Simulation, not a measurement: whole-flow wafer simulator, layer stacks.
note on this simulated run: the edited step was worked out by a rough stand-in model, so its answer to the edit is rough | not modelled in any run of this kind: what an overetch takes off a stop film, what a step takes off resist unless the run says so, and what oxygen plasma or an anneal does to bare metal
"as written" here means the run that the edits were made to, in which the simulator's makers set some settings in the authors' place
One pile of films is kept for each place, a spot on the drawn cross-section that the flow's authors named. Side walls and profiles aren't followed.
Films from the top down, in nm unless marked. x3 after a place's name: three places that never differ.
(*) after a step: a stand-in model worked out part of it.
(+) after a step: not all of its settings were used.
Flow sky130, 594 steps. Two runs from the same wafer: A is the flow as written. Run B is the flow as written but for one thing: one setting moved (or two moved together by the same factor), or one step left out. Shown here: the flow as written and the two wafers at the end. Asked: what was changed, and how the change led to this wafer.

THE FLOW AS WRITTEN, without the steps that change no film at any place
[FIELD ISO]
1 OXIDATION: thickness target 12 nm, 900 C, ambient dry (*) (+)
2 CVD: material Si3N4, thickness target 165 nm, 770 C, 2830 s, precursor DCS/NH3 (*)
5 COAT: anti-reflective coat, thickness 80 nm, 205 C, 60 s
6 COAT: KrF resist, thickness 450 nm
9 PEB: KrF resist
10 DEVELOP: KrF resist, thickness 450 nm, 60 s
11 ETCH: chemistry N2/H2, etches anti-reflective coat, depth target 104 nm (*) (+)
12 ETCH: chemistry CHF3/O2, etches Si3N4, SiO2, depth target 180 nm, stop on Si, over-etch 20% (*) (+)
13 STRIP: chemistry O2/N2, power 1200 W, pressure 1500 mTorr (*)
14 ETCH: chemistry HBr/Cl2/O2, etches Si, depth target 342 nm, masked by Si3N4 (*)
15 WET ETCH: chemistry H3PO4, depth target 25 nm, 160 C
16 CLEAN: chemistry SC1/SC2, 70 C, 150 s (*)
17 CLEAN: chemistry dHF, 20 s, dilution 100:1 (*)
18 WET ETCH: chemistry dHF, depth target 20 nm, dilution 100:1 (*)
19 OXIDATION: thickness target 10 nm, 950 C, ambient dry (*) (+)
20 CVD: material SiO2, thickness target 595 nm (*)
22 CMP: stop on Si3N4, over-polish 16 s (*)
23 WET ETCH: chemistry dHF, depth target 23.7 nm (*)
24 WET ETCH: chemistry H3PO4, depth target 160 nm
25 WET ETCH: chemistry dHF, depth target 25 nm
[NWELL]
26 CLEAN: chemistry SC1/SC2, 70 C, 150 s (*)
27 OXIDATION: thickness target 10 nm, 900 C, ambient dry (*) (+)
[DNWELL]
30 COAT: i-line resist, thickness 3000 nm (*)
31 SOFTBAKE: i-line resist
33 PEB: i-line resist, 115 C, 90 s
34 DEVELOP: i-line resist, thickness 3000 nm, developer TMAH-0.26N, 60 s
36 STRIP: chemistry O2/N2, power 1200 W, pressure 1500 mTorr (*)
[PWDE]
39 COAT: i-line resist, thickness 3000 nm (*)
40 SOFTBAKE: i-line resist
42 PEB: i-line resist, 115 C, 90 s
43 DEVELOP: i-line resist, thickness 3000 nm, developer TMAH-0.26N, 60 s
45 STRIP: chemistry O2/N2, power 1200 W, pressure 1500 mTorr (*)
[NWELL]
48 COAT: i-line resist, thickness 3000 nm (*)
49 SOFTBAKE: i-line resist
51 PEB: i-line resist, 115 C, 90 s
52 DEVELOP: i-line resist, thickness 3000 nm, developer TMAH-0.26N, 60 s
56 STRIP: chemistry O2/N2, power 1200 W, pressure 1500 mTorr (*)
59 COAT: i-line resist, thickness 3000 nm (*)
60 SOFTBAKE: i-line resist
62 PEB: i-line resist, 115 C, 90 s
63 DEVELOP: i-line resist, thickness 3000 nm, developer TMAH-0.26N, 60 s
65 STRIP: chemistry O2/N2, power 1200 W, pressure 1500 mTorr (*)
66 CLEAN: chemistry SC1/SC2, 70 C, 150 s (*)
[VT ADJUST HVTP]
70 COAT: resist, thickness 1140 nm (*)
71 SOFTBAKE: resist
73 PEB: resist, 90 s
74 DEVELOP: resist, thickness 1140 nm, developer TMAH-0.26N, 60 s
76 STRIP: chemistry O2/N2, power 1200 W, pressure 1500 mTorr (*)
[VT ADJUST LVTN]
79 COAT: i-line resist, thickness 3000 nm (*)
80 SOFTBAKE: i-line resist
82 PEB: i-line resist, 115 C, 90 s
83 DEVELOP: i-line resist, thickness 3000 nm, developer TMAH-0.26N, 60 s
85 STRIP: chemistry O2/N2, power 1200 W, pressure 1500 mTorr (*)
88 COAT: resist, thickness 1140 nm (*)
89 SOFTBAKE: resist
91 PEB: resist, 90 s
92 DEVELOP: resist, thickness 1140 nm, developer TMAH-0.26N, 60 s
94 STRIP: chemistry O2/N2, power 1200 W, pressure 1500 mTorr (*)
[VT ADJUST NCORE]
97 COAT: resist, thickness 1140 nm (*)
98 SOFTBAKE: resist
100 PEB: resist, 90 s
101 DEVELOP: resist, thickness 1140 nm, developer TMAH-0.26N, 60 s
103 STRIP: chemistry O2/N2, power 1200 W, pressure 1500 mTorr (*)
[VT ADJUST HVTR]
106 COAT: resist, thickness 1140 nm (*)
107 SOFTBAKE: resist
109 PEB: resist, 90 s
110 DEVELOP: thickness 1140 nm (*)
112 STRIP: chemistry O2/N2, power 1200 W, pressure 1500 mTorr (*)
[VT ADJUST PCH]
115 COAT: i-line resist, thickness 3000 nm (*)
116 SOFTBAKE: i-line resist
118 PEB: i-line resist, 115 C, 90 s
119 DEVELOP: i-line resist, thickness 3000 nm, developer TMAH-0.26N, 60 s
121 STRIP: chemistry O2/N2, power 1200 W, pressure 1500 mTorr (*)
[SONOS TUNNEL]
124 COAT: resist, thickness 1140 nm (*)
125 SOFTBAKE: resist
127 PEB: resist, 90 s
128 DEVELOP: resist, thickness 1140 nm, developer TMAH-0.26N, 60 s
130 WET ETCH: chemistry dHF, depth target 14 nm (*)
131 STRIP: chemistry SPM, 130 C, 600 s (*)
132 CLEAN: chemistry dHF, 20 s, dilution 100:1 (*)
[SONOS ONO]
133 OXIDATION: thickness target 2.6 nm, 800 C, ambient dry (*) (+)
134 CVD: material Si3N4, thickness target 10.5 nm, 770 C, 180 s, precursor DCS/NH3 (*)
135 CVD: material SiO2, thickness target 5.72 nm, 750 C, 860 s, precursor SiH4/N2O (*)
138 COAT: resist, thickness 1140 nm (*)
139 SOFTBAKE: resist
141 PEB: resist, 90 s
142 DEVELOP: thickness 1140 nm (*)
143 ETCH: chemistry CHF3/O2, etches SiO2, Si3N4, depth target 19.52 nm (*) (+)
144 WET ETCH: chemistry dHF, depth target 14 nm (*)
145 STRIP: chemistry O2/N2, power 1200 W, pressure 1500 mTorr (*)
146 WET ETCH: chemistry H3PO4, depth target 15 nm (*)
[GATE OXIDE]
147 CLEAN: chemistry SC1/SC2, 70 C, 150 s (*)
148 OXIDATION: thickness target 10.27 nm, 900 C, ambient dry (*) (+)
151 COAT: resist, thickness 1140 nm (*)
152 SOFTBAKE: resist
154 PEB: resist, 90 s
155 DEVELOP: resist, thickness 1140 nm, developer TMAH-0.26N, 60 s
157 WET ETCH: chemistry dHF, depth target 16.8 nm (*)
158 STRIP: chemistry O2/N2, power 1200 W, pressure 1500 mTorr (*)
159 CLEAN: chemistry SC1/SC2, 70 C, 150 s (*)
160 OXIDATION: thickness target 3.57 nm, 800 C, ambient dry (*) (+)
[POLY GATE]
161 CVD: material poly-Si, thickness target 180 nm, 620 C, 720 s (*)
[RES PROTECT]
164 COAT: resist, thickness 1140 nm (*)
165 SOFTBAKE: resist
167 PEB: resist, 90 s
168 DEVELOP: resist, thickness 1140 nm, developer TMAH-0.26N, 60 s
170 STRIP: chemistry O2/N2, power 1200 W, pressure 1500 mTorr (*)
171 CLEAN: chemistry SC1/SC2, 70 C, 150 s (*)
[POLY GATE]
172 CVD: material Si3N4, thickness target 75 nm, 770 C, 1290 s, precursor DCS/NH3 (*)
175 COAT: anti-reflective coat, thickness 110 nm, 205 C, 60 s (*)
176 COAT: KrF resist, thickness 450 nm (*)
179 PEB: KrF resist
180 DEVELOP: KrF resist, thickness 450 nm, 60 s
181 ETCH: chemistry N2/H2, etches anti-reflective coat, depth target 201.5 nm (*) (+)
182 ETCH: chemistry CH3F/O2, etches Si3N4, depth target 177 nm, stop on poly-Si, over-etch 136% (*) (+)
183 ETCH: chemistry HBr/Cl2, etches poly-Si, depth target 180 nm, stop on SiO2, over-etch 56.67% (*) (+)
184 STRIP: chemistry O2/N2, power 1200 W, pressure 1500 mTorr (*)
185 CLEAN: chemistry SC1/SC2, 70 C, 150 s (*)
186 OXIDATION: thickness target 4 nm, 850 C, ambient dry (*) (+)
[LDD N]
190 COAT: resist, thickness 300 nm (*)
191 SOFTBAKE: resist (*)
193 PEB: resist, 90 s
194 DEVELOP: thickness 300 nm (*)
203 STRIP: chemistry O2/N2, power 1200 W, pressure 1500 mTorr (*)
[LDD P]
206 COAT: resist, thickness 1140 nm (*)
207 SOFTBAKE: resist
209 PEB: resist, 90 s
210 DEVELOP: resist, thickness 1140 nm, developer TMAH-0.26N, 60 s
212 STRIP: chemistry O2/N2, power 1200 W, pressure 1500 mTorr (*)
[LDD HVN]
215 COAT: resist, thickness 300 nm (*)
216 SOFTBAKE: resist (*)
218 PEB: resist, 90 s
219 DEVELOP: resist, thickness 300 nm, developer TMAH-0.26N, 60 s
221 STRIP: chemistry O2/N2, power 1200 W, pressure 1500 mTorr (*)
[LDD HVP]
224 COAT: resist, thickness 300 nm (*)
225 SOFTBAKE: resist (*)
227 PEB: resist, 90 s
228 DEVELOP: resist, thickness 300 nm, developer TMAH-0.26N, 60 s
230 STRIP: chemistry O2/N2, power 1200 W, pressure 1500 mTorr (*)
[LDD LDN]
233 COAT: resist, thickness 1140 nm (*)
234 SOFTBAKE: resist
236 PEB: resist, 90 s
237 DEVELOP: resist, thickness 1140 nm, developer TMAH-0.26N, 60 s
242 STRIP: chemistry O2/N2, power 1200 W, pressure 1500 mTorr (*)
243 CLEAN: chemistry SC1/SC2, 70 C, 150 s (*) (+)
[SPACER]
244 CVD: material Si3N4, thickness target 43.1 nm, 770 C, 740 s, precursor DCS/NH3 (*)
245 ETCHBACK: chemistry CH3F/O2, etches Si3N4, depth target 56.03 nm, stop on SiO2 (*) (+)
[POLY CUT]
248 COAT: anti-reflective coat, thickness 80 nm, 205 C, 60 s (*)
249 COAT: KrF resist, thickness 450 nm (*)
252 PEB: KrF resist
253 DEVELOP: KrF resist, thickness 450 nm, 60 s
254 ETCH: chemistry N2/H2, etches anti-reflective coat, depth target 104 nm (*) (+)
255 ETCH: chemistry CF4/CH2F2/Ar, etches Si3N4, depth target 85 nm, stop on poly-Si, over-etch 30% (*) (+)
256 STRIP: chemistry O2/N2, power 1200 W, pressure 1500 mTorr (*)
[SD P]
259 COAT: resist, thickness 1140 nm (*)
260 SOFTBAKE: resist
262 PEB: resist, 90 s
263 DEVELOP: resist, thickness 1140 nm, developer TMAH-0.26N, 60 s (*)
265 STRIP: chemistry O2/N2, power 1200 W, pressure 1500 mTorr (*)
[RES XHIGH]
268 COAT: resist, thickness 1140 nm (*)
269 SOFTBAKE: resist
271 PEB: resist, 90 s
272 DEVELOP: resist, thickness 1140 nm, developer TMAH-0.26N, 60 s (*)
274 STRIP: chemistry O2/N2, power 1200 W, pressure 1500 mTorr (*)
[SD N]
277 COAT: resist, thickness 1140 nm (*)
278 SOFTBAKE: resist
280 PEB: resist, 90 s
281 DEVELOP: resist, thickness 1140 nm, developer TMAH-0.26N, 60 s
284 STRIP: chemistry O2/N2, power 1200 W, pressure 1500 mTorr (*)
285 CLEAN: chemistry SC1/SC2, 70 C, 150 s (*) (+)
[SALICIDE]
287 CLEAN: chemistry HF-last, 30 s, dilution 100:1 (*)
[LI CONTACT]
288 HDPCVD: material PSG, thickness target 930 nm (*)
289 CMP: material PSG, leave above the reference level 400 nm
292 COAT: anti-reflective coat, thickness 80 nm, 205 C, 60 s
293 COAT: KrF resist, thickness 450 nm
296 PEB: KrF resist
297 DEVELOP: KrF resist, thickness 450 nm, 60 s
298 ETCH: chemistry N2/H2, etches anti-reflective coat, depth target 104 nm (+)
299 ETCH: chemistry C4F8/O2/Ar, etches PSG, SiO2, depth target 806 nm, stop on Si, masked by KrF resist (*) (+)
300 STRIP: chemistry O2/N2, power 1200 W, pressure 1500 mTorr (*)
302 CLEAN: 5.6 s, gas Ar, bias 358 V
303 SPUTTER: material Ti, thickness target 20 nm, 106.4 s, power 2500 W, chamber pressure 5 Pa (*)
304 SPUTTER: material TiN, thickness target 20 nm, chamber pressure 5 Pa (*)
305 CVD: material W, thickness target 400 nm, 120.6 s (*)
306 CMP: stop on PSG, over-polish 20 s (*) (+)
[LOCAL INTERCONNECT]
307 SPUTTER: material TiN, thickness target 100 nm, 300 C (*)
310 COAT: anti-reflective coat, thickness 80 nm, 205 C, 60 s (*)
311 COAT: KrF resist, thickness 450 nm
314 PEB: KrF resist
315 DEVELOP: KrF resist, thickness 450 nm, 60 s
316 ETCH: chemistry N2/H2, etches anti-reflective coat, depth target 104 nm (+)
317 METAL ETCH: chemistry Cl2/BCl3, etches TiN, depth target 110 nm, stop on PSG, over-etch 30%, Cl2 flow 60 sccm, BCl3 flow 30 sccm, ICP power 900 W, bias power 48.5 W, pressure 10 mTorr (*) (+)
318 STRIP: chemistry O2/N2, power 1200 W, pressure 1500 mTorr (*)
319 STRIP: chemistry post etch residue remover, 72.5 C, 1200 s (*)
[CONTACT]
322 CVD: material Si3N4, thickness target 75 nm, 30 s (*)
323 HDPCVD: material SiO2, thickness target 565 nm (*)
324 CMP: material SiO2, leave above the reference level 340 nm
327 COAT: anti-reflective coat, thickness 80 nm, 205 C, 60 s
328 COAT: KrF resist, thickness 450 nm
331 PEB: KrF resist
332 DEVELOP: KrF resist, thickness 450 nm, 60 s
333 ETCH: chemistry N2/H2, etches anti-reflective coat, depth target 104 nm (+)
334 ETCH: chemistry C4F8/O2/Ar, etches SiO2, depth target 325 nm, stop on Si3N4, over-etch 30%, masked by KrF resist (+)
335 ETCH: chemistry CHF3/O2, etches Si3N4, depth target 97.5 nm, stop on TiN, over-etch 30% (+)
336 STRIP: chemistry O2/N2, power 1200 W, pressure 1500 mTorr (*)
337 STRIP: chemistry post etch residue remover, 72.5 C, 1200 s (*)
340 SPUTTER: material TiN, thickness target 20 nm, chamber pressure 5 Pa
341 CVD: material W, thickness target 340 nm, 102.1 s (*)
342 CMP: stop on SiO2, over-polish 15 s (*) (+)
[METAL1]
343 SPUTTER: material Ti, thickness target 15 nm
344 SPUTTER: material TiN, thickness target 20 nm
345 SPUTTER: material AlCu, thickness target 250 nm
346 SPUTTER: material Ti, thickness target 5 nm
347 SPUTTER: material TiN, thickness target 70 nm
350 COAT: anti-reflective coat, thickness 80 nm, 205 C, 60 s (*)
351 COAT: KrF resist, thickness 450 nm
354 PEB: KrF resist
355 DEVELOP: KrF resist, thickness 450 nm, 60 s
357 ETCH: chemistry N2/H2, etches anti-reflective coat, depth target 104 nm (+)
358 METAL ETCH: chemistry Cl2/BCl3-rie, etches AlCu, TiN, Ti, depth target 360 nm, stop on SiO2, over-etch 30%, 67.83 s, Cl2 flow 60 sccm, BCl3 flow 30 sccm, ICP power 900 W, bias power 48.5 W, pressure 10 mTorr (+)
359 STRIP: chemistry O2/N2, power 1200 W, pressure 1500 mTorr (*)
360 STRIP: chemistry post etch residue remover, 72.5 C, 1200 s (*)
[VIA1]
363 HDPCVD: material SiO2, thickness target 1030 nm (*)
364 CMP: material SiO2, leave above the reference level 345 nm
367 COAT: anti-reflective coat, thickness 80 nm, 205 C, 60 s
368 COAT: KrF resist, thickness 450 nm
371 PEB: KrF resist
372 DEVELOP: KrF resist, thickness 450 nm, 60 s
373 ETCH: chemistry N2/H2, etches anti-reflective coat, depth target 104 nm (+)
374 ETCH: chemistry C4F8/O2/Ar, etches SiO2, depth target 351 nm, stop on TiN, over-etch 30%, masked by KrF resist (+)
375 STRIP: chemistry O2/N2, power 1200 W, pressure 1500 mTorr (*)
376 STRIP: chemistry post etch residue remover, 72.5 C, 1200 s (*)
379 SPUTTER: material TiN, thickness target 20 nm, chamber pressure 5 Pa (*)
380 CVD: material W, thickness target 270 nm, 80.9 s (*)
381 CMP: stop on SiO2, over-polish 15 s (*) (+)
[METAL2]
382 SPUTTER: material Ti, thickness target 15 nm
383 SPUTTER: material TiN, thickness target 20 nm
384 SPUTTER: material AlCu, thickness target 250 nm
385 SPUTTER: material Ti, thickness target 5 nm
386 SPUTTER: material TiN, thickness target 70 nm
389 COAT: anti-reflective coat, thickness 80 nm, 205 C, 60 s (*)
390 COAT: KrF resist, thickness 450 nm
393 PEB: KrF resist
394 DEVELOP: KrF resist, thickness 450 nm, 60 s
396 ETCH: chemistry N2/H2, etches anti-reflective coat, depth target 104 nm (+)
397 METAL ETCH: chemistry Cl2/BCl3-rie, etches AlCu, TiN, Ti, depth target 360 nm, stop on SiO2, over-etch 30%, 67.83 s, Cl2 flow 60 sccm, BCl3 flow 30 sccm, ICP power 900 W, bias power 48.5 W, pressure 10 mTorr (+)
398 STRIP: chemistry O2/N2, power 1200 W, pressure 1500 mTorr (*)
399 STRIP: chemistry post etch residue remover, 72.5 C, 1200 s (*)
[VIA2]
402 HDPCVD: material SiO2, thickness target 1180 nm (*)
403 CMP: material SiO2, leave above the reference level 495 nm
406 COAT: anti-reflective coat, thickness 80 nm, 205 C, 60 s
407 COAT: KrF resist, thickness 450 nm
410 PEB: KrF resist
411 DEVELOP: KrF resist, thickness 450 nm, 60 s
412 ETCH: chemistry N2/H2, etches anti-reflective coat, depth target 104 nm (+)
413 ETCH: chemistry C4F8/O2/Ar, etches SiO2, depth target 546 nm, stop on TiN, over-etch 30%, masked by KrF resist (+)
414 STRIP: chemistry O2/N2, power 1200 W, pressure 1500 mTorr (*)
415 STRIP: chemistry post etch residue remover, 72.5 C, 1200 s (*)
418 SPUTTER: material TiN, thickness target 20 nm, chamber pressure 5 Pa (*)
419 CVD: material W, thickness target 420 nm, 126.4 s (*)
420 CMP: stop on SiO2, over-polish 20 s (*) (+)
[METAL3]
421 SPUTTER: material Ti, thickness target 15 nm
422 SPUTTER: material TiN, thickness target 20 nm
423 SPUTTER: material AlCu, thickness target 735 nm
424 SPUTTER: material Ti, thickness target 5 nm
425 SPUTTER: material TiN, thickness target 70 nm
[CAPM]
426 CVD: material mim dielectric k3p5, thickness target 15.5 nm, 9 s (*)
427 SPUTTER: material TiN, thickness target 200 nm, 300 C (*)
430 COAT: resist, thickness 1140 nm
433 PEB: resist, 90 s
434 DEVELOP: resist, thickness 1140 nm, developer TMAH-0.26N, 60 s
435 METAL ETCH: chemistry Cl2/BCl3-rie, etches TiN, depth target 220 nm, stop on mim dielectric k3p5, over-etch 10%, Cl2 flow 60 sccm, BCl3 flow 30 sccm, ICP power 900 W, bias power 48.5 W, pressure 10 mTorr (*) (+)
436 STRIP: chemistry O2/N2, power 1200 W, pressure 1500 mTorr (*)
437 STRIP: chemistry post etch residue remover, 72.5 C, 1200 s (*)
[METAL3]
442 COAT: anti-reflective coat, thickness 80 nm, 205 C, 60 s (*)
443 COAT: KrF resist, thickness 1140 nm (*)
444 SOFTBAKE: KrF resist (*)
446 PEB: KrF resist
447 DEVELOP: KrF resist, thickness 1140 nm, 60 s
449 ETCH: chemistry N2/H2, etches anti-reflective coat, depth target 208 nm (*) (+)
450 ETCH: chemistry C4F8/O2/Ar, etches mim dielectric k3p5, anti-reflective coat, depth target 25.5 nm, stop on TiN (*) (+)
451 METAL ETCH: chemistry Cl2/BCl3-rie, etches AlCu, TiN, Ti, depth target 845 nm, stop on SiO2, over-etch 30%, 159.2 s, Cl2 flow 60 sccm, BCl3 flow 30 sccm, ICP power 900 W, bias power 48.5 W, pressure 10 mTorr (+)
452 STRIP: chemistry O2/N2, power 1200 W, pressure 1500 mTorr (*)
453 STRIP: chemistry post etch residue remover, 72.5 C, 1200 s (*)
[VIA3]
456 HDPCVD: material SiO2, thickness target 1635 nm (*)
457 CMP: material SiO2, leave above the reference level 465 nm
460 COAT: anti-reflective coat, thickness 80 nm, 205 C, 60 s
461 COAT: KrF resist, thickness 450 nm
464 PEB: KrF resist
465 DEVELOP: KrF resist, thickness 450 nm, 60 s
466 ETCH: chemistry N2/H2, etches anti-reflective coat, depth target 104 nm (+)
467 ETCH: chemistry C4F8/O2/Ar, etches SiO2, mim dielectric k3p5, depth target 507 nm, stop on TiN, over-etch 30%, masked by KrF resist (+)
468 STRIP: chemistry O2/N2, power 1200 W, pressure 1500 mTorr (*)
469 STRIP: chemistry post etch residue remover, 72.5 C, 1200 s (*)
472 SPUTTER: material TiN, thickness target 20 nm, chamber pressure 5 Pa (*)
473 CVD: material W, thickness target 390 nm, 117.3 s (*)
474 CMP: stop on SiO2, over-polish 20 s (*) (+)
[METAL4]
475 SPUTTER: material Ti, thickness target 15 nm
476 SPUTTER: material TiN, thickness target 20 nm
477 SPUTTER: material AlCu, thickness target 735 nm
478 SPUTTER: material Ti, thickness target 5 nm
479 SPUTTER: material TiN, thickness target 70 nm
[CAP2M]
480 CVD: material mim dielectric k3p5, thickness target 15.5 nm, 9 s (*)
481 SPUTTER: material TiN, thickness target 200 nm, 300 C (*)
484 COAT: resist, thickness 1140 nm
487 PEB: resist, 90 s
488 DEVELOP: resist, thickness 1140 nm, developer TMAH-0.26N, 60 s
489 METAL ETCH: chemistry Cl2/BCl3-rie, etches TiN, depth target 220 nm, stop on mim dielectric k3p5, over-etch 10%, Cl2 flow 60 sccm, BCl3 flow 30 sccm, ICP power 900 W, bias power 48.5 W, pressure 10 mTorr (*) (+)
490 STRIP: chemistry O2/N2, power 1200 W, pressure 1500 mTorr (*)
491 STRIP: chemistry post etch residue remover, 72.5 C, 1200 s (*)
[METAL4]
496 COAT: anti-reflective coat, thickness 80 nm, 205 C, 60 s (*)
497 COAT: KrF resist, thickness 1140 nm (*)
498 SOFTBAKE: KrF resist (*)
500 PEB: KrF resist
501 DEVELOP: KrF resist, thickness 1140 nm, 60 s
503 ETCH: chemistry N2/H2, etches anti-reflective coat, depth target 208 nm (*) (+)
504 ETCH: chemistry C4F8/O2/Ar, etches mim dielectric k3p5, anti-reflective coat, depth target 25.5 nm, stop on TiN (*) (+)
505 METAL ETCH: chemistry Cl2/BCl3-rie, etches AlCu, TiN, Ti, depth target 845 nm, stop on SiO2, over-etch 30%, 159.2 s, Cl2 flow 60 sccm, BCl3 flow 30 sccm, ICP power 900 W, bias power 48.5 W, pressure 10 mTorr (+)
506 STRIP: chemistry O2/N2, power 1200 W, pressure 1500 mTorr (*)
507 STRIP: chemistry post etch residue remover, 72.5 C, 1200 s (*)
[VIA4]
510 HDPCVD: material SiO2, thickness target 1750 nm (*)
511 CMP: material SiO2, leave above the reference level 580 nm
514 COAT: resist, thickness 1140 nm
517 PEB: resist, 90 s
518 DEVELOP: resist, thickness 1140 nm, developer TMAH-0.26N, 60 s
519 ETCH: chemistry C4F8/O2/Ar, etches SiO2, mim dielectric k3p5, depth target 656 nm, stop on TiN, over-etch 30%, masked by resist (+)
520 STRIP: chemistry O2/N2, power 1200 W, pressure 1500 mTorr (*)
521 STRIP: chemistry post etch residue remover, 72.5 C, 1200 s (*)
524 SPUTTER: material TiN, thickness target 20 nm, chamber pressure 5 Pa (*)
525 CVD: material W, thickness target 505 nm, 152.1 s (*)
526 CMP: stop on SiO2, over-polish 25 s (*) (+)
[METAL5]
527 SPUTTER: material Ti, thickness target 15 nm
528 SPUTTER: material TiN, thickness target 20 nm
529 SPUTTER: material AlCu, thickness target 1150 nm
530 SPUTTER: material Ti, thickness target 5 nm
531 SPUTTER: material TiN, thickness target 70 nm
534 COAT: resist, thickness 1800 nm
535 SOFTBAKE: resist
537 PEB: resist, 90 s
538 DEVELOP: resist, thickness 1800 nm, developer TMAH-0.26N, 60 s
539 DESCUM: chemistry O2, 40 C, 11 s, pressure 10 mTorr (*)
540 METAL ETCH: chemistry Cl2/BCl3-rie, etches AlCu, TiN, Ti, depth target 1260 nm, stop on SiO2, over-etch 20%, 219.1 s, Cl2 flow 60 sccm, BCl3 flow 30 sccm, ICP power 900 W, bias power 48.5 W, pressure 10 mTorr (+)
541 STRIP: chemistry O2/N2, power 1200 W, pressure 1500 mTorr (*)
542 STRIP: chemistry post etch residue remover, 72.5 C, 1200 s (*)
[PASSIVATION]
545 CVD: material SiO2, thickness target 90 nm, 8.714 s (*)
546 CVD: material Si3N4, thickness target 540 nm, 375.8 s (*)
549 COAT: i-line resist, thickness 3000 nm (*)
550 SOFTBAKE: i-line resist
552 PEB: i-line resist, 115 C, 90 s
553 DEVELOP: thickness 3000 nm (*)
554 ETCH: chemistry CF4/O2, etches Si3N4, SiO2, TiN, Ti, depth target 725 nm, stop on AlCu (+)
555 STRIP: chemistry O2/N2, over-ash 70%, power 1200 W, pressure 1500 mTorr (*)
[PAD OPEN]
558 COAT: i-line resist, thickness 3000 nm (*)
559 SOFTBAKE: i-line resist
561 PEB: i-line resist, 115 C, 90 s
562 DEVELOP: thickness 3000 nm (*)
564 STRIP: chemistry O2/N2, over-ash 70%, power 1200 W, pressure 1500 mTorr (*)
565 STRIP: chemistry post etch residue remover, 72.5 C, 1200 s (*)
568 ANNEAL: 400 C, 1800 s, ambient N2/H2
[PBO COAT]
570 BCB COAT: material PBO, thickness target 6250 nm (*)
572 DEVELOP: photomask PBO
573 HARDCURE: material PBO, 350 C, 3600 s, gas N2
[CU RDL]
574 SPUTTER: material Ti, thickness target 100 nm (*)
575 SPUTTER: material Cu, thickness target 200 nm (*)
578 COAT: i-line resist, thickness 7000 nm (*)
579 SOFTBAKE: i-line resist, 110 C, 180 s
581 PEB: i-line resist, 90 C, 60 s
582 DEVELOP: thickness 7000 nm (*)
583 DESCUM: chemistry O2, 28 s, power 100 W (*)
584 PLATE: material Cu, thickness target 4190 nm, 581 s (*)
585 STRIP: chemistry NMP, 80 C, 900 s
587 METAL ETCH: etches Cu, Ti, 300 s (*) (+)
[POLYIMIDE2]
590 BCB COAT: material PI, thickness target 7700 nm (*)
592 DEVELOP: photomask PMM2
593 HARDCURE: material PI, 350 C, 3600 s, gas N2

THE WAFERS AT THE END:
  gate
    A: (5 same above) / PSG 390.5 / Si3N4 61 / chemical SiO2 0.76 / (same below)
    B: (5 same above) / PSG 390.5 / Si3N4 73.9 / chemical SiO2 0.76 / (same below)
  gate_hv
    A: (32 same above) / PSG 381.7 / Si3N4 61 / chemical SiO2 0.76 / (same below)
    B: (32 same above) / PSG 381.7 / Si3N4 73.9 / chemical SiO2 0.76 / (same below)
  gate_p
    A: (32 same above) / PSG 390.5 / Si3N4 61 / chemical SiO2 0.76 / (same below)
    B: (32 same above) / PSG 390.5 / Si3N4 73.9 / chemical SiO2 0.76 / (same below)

The cause: step 244, CVD: thickness target 56 nm was run, where the flow has thickness target 43.1 nm.

How the change led to this, step by step:
  244 CVD: material Si3N4, thickness target 43.1 nm, 770 C, 740 s, precursor DCS/NH3 (*)
      field, active, p_well and 101 more: A Si3N4 +43.1 (new film) | B Si3N4 +56 (new film)
      n_well, gate, gate_hv and 74 more: A Si3N4 +43.1 | B Si3N4 +56
  245 ETCHBACK: chemistry CH3F/O2, etches Si3N4, depth target 56.03 nm, stop on SiO2 (*) (+)
      field, active, p_well and 100 more: A Si3N4 -43.1 (all of it), SiO2 -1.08 | B Si3N4 -56 (all of it)
      pnp_par_nw: A Si3N4 -43.1 (all of it), SiO2 -1.08 | B Si3N4 -56 (all of it), SiO2 -0.1
  248 COAT: anti-reflective coat, thickness 80 nm, 205 C, 60 s (*)
      active_p, active_p_hvt: A anti-reflective coat +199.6 (new film) | B anti-reflective coat +207.5 (new film)
      rpm_encl, rpm_encl_psd: A anti-reflective coat +127.4 (new film) | B anti-reflective coat +131.4 (new film)
      (and at 83 more places)
  249 COAT: KrF resist, thickness 450 nm (*)
      n_well: A KrF resist +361 (new film) | B KrF resist +351.1 (new film)
      pad: A KrF resist +351.3 (new film) | B KrF resist +341.4 (new film)
      (and at 12 more places)
  253 DEVELOP: KrF resist, thickness 450 nm, 60 s
      rxpo_ln: A KrF resist -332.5 (all of it) | B KrF resist -324.1 (all of it)
  254 ETCH: chemistry N2/H2, etches anti-reflective coat, depth target 104 nm (*) (+)
      rxpo_ln: A anti-reflective coat -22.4 (all of it), Si3N4 -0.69 | B anti-reflective coat -26.2 (all of it), Si3N4 -0.62
  255 ETCH: chemistry CF4/CH2F2/Ar, etches Si3N4, depth target 85 nm, stop on poly-Si, over-etch 30% (*) (+)
      field, active, n_well and 180 more: A KrF resist -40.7 | B KrF resist -42.5
      rpo_wd, rxpo_wd: A Si3N4 -61.6 (all of it), chemical SiO2 -0.75 (all of it) | B Si3N4 -74.5 (all of it), chemical SiO2 -0.75 (all of it)
      (and at 5 more places)
  256 STRIP: chemistry O2/N2, power 1200 W, pressure 1500 mTorr (*)
      rpm_encl, rpm_encl_psd: A KrF resist -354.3 (all of it), anti-reflective coat -127.4 (all of it) | B KrF resist -352.3 (all of it), anti-reflective coat -131.4 (all of it)
      active: A KrF resist -325.2 (all of it), anti-reflective coat -212.8 (all of it) | B KrF resist -319.4 (all of it), anti-reflective coat -222.3 (all of it)
      (and at 104 more places)
  289 CMP: material PSG, leave above the reference level 400 nm
      mim, vpp_sp, vpp_ln and 30 more: A PSG -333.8 | B PSG -321.9
      active, p_well, sd_n and 19 more: A PSG -285.8 | B PSG -274
      (and at 58 more places)
  299 ETCH: chemistry C4F8/O2/Ar, etches PSG, SiO2, depth target 806 nm, stop on Si, masked by KrF resist (*) (+)
      contact, ndiff_licon, ndiff_licon_cpp: A PSG -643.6 (all of it), SiO2 -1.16 (all of it) | B PSG -655.4 (all of it), SiO2 -2.23 (all of it)
      poly_licon, rpo_hd_licon: A PSG -411.9 (all of it) | B PSG -424.8 (all of it)
  303 SPUTTER: material Ti, thickness target 20 nm, 106.4 s, power 2500 W, chamber pressure 5 Pa (*)
      ndiff_licon_cpp: A Ti +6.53 (new film) | B Ti +7.08 (new film)
  306 CMP: stop on PSG, over-polish 20 s (*) (+)
      poly_licon: A W -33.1 | B W -20.2
